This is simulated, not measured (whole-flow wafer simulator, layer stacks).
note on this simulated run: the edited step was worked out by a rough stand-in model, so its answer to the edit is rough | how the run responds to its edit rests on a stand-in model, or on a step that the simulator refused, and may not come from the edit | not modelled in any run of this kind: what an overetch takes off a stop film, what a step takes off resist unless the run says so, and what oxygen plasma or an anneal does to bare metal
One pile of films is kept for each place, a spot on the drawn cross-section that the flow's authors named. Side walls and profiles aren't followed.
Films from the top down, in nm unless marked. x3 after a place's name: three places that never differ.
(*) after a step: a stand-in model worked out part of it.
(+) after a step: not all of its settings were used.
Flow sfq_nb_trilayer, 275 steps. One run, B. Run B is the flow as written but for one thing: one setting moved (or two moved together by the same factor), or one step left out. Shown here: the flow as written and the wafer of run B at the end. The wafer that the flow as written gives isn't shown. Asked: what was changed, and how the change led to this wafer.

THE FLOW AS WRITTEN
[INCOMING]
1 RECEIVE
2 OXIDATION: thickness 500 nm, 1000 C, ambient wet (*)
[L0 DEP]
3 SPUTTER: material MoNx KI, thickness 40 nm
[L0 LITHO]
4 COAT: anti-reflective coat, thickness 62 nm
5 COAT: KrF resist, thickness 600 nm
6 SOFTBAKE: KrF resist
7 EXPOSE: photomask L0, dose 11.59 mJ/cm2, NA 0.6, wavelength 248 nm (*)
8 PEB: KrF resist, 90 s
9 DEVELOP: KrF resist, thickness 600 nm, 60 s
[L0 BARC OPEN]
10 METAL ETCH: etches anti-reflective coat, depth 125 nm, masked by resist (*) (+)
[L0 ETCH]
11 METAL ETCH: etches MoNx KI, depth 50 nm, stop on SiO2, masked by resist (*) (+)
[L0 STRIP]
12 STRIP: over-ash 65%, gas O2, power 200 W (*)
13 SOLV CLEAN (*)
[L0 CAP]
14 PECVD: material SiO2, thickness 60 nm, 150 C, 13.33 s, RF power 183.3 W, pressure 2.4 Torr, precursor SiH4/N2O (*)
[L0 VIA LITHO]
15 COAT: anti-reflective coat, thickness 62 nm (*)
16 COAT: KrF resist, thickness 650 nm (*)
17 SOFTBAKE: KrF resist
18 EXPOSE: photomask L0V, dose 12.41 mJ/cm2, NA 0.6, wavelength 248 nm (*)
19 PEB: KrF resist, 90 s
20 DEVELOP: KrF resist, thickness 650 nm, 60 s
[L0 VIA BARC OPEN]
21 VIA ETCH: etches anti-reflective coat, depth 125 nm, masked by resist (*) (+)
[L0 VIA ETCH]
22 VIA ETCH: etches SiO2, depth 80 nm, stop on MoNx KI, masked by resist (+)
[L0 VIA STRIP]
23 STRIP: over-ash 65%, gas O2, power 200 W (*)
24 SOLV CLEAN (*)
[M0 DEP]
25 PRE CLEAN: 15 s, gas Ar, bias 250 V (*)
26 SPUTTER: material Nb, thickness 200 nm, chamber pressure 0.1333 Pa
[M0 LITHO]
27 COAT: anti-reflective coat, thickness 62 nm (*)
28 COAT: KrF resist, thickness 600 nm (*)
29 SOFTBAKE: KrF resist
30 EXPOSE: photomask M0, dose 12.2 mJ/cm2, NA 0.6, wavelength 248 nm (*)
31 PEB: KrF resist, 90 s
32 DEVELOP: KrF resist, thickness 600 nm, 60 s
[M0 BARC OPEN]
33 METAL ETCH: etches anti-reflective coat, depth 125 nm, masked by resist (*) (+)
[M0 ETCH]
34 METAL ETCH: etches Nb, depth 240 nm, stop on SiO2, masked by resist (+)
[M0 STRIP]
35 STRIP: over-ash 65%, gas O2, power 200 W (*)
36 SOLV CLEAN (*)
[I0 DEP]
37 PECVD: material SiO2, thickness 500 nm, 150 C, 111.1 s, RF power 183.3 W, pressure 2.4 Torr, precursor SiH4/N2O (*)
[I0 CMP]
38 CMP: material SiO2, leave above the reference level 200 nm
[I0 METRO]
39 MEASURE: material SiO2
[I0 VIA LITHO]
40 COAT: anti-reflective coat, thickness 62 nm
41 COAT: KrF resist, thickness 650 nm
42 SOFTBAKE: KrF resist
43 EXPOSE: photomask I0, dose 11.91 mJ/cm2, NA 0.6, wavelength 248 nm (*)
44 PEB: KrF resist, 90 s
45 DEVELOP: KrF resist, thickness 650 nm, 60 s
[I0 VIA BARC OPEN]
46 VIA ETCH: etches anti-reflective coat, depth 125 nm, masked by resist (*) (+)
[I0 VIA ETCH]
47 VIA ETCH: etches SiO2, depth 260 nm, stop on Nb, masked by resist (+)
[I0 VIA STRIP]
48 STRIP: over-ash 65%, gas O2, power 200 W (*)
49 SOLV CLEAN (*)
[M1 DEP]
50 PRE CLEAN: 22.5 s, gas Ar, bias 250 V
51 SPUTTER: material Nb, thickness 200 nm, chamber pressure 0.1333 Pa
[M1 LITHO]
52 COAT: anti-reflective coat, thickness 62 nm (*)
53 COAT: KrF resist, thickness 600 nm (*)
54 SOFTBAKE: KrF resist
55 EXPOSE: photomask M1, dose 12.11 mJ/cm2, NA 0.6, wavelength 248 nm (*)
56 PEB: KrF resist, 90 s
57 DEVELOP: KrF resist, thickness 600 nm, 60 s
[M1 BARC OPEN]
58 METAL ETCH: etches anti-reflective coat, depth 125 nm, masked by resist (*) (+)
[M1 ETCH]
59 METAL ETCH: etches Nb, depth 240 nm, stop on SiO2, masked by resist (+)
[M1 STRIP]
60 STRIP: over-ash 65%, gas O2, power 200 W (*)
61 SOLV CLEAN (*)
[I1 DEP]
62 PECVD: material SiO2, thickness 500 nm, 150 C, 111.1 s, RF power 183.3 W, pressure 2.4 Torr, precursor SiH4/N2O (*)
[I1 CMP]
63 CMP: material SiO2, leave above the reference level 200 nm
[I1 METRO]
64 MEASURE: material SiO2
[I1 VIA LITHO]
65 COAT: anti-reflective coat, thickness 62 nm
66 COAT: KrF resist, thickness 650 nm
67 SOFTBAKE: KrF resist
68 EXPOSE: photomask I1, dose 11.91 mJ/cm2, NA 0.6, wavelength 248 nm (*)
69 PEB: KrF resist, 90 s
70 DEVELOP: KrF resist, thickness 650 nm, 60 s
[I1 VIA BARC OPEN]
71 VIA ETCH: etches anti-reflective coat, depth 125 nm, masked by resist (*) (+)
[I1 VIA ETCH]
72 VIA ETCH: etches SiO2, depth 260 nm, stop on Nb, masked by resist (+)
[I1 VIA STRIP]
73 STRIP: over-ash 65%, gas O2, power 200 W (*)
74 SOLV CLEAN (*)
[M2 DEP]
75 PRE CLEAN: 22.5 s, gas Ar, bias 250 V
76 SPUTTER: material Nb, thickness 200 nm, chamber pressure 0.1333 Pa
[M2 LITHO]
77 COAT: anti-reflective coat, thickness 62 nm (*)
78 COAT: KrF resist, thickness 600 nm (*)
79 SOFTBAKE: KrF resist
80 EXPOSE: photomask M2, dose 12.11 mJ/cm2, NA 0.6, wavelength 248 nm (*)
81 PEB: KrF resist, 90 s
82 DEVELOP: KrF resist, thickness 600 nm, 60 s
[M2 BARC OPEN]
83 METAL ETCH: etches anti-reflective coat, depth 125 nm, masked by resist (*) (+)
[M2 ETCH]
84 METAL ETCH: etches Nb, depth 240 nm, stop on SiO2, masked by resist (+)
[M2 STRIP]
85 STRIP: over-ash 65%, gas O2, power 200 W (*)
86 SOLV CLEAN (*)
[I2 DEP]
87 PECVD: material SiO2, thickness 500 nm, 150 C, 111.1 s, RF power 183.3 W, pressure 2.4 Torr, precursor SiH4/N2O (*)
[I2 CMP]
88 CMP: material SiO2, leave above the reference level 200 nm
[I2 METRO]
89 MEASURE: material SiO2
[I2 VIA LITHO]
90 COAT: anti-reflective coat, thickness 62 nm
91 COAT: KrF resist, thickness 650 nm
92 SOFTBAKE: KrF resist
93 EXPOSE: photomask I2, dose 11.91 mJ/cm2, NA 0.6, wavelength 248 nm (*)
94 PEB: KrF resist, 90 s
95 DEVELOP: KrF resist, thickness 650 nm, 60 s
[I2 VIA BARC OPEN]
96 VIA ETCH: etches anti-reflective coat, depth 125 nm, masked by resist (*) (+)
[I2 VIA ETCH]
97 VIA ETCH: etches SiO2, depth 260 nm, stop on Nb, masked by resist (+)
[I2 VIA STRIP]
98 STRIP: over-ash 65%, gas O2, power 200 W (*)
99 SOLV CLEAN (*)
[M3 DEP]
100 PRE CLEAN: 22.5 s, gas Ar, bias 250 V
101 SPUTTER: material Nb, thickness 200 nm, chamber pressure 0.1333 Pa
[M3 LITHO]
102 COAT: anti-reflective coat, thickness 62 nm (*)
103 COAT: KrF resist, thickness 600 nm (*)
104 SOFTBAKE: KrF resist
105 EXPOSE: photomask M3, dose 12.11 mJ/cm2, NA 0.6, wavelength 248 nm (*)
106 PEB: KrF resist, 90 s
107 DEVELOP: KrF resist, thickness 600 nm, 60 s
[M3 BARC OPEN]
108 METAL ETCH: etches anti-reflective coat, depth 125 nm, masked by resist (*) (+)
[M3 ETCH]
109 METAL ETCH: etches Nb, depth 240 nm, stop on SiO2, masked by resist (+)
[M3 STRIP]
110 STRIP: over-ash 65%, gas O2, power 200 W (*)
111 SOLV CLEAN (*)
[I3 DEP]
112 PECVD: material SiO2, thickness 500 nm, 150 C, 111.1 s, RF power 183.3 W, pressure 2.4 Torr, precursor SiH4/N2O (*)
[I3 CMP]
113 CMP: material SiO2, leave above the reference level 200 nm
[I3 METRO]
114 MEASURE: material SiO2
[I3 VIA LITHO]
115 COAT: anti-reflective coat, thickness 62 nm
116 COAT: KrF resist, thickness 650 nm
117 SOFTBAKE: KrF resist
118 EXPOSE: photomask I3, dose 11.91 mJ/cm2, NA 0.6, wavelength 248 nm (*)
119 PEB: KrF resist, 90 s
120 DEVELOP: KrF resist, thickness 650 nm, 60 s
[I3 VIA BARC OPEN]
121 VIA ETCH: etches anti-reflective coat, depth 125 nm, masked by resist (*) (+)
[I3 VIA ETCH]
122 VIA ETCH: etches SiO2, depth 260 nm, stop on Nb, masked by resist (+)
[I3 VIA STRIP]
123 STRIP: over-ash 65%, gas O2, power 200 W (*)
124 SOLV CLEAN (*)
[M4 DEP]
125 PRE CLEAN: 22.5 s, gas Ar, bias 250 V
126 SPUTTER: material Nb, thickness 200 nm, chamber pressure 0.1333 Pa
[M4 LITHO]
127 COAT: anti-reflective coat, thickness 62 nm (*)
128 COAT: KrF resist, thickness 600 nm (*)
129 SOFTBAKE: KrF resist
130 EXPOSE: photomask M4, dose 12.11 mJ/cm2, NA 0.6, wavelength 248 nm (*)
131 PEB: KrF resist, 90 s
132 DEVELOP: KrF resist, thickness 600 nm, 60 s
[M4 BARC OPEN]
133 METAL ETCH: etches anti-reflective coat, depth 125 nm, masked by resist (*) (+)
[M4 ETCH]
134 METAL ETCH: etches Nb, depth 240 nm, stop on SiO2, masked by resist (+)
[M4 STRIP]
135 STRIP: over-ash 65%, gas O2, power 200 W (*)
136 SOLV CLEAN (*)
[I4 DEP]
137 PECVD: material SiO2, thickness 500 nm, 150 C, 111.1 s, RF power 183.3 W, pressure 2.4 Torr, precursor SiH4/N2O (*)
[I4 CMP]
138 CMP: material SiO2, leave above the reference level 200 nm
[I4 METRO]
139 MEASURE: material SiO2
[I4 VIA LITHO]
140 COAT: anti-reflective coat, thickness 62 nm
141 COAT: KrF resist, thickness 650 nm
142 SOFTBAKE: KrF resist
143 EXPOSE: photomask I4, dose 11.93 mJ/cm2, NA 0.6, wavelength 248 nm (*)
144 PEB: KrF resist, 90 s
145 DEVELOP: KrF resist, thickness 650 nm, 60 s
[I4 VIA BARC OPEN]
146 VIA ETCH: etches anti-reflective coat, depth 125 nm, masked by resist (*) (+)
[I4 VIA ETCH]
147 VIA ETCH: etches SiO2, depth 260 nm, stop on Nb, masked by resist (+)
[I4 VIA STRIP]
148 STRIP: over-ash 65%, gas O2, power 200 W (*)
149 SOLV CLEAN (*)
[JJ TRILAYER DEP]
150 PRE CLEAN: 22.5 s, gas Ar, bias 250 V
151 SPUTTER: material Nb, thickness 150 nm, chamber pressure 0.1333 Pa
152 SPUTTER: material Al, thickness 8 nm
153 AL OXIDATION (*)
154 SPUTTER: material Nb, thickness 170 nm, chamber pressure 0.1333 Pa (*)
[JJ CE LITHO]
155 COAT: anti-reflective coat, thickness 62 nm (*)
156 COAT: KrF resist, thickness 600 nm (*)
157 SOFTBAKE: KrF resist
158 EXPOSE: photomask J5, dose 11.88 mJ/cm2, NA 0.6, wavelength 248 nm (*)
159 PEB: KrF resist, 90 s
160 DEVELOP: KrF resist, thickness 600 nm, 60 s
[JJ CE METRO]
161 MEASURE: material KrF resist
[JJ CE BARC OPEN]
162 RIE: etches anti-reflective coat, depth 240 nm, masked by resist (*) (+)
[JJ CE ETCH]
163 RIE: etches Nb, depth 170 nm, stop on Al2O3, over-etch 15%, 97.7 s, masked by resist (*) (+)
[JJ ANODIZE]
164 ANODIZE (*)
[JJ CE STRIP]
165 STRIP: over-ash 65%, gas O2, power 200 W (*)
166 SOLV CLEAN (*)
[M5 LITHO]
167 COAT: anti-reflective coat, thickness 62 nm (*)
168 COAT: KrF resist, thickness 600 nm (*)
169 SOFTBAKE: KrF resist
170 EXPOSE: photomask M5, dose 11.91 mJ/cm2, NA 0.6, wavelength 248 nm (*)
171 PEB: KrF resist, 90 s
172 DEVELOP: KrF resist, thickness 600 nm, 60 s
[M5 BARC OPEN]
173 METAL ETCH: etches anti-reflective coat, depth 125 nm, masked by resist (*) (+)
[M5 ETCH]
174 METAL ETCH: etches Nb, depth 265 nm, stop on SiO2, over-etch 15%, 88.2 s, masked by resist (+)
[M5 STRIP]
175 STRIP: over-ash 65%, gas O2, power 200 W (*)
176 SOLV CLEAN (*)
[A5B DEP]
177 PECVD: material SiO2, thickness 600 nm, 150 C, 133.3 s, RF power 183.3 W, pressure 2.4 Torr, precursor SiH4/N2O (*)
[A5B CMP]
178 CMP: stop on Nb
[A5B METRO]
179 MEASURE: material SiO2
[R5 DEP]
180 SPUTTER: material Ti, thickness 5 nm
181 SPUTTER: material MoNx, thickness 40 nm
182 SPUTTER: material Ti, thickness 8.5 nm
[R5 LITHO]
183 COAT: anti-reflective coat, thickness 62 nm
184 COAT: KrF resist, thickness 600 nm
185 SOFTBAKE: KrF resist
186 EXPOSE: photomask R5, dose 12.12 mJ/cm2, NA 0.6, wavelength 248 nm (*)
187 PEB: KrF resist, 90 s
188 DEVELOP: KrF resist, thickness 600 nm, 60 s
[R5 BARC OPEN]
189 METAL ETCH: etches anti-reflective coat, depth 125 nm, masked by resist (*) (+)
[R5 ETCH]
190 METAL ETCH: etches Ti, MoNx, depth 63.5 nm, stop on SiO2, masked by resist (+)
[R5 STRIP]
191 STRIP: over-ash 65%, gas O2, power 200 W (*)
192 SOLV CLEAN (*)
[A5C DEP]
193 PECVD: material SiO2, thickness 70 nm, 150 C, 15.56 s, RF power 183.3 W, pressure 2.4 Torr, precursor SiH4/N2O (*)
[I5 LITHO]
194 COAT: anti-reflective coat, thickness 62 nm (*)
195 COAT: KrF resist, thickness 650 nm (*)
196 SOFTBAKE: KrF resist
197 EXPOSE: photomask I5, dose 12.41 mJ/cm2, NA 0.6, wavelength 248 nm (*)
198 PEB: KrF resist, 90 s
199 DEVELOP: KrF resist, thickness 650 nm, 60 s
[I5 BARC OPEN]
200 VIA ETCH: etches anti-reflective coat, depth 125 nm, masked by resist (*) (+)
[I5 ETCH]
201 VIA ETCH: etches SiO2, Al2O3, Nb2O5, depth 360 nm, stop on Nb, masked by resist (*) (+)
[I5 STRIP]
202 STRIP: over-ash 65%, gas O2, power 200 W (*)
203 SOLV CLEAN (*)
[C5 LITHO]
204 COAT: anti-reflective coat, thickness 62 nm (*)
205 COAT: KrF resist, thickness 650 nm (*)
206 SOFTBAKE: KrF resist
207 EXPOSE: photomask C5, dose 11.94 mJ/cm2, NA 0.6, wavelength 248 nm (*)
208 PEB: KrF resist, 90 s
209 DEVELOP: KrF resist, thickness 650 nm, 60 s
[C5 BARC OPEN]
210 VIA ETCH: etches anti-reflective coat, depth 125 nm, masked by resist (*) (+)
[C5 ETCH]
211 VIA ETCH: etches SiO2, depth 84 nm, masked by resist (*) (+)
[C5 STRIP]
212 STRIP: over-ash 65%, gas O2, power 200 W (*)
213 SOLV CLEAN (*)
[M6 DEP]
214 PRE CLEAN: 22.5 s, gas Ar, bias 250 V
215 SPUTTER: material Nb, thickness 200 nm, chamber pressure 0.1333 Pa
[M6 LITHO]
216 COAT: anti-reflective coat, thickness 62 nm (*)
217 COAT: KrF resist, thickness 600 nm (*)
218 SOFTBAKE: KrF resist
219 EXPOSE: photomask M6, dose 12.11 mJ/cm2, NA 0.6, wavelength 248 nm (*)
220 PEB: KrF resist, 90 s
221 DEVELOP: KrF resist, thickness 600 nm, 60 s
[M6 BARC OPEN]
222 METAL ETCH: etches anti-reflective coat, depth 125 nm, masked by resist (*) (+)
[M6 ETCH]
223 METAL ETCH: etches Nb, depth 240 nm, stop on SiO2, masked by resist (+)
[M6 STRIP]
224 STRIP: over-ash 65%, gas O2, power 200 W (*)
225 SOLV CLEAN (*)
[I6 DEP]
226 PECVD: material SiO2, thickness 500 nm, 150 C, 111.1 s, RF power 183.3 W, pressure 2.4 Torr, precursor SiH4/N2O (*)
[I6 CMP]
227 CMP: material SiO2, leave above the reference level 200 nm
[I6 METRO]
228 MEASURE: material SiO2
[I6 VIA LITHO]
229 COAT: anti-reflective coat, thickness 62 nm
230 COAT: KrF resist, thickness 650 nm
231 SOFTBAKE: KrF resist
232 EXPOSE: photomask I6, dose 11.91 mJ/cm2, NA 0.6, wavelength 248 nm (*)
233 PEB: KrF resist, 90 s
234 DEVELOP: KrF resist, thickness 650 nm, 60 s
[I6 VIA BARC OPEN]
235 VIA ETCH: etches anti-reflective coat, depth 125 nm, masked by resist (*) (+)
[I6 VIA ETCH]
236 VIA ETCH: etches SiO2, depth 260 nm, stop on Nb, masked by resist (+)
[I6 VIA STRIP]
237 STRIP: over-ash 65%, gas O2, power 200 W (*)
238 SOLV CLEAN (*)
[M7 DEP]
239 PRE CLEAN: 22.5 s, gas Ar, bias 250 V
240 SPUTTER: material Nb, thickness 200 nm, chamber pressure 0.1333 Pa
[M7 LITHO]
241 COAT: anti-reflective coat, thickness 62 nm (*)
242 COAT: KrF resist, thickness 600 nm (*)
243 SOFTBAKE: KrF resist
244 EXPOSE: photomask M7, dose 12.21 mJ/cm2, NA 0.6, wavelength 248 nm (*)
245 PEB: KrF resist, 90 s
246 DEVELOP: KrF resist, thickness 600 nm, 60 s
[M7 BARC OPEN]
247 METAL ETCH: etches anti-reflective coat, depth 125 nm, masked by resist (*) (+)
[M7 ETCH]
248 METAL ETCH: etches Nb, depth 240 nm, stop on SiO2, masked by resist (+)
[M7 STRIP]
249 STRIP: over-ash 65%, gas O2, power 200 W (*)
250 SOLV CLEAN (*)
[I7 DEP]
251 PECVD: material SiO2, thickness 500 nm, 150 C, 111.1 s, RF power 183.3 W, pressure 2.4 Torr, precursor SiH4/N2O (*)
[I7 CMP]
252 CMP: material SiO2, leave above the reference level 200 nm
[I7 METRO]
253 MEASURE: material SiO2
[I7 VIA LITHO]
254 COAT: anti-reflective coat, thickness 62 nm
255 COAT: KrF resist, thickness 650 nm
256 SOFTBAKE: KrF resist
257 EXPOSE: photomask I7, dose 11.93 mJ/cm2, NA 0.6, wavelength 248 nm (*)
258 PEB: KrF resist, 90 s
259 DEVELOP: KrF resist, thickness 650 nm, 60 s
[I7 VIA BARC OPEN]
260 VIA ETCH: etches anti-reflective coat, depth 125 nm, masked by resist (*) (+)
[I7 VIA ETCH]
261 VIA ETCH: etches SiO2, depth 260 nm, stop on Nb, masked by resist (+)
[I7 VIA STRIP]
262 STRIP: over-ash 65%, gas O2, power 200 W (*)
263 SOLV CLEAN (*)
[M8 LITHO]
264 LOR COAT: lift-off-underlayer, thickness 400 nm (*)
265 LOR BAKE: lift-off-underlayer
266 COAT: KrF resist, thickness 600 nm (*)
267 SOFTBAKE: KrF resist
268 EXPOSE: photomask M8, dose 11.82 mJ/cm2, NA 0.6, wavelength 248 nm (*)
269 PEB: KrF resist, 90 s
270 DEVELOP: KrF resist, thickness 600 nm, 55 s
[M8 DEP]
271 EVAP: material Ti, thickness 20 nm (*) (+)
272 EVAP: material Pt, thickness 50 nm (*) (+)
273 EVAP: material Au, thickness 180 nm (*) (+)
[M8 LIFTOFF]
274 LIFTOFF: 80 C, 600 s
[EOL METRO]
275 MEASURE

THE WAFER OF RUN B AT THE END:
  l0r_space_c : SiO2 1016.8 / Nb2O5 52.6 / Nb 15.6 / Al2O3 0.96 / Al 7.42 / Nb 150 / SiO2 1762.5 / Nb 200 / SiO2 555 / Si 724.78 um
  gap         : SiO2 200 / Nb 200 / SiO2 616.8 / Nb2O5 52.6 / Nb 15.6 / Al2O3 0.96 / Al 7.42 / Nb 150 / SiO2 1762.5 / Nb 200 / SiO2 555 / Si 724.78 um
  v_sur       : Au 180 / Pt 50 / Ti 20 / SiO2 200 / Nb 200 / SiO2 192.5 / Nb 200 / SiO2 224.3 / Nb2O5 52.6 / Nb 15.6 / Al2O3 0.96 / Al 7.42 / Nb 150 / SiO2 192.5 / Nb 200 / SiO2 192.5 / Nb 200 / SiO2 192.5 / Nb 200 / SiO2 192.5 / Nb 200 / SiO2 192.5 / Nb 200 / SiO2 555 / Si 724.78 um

The cause: step 154, SPUTTER: thickness 230 nm was run, where the flow has thickness 170 nm.

How the change led to this, step by step:
  154 SPUTTER: material Nb, thickness 170 nm, chamber pressure 0.1333 Pa (*)
      field_l, v_sur, via_sp and 100 more: Nb +230 (new film) (as written it would be: Nb +170 (new film))
      via_wl, via_wr: Nb +190.9 (new film) (as written it would be: Nb +140.7 (new film))
      (and at 1 more place)
  155 COAT: anti-reflective coat, thickness 62 nm (*)
      via_wl, via_wr: anti-reflective coat +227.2 (new film) (as written it would be: anti-reflective coat +209.4 (new film))
      via_w: anti-reflective coat +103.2 (new film) (as written it would be: anti-reflective coat +97.4 (new film))
  162 RIE: etches anti-reflective coat, depth 240 nm, masked by resist (*) (+)
      ce_l, c5j, ce_r, wl_jj: KrF resist -227.2 (as written it would be: KrF resist -209.4)
      via_wl, via_wr: anti-reflective coat -227.2 (all of it) (as written it would be: anti-reflective coat -209.4 (all of it))
      (and at 1 more place)
  163 RIE: etches Nb, depth 170 nm, stop on Al2O3, over-etch 15%, 97.7 s, masked by resist (*) (+)
      field_l, v_sur, via_sp and 96 more: Nb -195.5 (as written it would be: Nb -170 (all of it), Al2O3 -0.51)
      via_wl, via_wr: Nb -190.9 (all of it), Al2O3 -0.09 (as written it would be: Nb -140.7 (all of it), Al2O3 -0.96 (all of it))
      (and at 1 more place)
  164 ANODIZE (*)
      field_l, v_sur, via_sp and 96 more: Nb2O5 +52.6 (new film), Nb -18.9 (as written it would be: Al2O3 +12.2, Nb2O5 +29.9 (new film), Al -7.42 (all of it), Nb -10.8)
      via_wl, via_wr: Al2O3 +7.52, Nb2O5 +37.6 (new film), Al -4.56 (all of it), Nb -13.5 (as written it would be: Al2O3 +7.52 (new film), Nb2O5 +39.2 (new film), Al -4.56 (all of it), Nb -14.1)
      (and at 1 more place)
  165 STRIP: over-ash 65%, gas O2, power 200 W (*)
      c5j, ce_r: KrF resist -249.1 (all of it), anti-reflective coat -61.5 (all of it) (as written it would be: KrF resist -266.9 (all of it), anti-reflective coat -61.5 (all of it))
      ce_l: KrF resist -249 (all of it), anti-reflective coat -61.4 (all of it) (as written it would be: KrF resist -266.8 (all of it), anti-reflective coat -61.4 (all of it))
      (and at 1 more place)
  167 COAT: anti-reflective coat, thickness 62 nm (*)
      wl_j_sl, wl_j_sr: anti-reflective coat +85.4 (new film) (as written it would be: anti-reflective coat +83.3 (new film))
      via_wl: anti-reflective coat +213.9 (new film) (as written it would be: anti-reflective coat +170.5 (new film))
      (and at 8 more places)
  168 COAT: KrF resist, thickness 600 nm (*)
      via_w: KrF resist +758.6 (new film) (as written it would be: KrF resist +732.6 (new film))
  174 METAL ETCH: etches Nb, depth 265 nm, stop on SiO2, over-etch 15%, 88.2 s, masked by resist (+)
      field_l, r_sur, res and 50 more: Nb2O5 -52.6 (all of it), Nb -15.6 (all of it), Al2O3 -0.96 (all of it), Al -7.42 (all of it), Nb -150 (all of it) (as written it would be: Al2O3 -12.6 (all of it), Nb2O5 -29.9 (all of it), Nb -139.2 (all of it), SiO2 -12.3)
  175 STRIP: over-ash 65%, gas O2, power 200 W (*)
      via_wl: KrF resist -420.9 (all of it), anti-reflective coat -213.9 (all of it) (as written it would be: KrF resist -427 (all of it), anti-reflective coat -170.5 (all of it))
      via_w: KrF resist -529.4 (all of it), anti-reflective coat -93.3 (all of it) (as written it would be: KrF resist -503.5 (all of it), anti-reflective coat -84.1 (all of it))
      (and at 9 more places)
  178 CMP: stop on Nb
      v_sur, via_sp, via_v and 43 more: SiO2 -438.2 (as written it would be: SiO2 -453.5)
      field_l, p4_fl, p4_fm and 39 more: SiO2 -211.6 (as written it would be: SiO2 -259.3)
      (and at 14 more places)
  201 VIA ETCH: etches SiO2, Al2O3, Nb2O5, depth 360 nm, stop on Nb, masked by resist (*) (+)
      be: SiO2 -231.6 (all of it), Nb2O5 -52.6 (all of it) (as written it would be: SiO2 -216.4 (all of it), Al2O3 -12.7 (all of it), Nb2O5 -29.9 (all of it))
  204 COAT: anti-reflective coat, thickness 62 nm (*)
      be: anti-reflective coat +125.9 (new film) (as written it would be: anti-reflective coat +122.2 (new film))
  205 COAT: KrF resist, thickness 650 nm (*)
      be: KrF resist +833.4 (new film) (as written it would be: KrF resist +815.3 (new film))
  212 STRIP: over-ash 65%, gas O2, power 200 W (*)
      be: KrF resist -746.2 (all of it), anti-reflective coat -125.9 (all of it) (as written it would be: KrF resist -728.2 (all of it), anti-reflective coat -122.2 (all of it))
  215 SPUTTER: material Nb, thickness 200 nm, chamber pressure 0.1333 Pa
      be: Nb +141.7 (as written it would be: Nb +147.3)
  ... 3 more steps ...
  226 PECVD: material SiO2, thickness 500 nm, 150 C, 111.1 s, RF power 183.3 W, pressure 2.4 Torr, precursor SiH4/N2O (*)
      be: SiO2 +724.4 (new film) (as written it would be: SiO2 +693.5 (new film))
Counting metal films that touch as one body, l0r_space_c has 3 bodies (between them, from the top down: Al2O3 0.96; SiO2 1762.5); the flow as written gives 2 bodies (between them, from the top down: SiO2 1762.5).
Counting metal films that touch as one body, gap has 4 bodies (between them, from the top down: SiO2 616.8 / Nb2O5 52.6; Al2O3 0.96; SiO2 1762.5); the flow as written gives 3 bodies (between them, from the top down: SiO2 601.5 / Al2O3 12.7 / Nb2O5 29.9; SiO2 1762.5).
Counting metal films that touch as one body, v_sur has 10 bodies (between them, from the top down: SiO2 200; SiO2 192.5; SiO2 224.3 / Nb2O5 52.6; Al2O3 0.96; SiO2 192.5; SiO2 192.5; SiO2 192.5; SiO2 192.5; SiO2 192.5); the flow as written gives 9 bodies (between them, from the top down: SiO2 200; SiO2 192.5; SiO2 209 / Al2O3 12.7 / Nb2O5 29.9; SiO2 192.5; SiO2 192.5; SiO2 192.5; SiO2 192.5; SiO2 192.5).
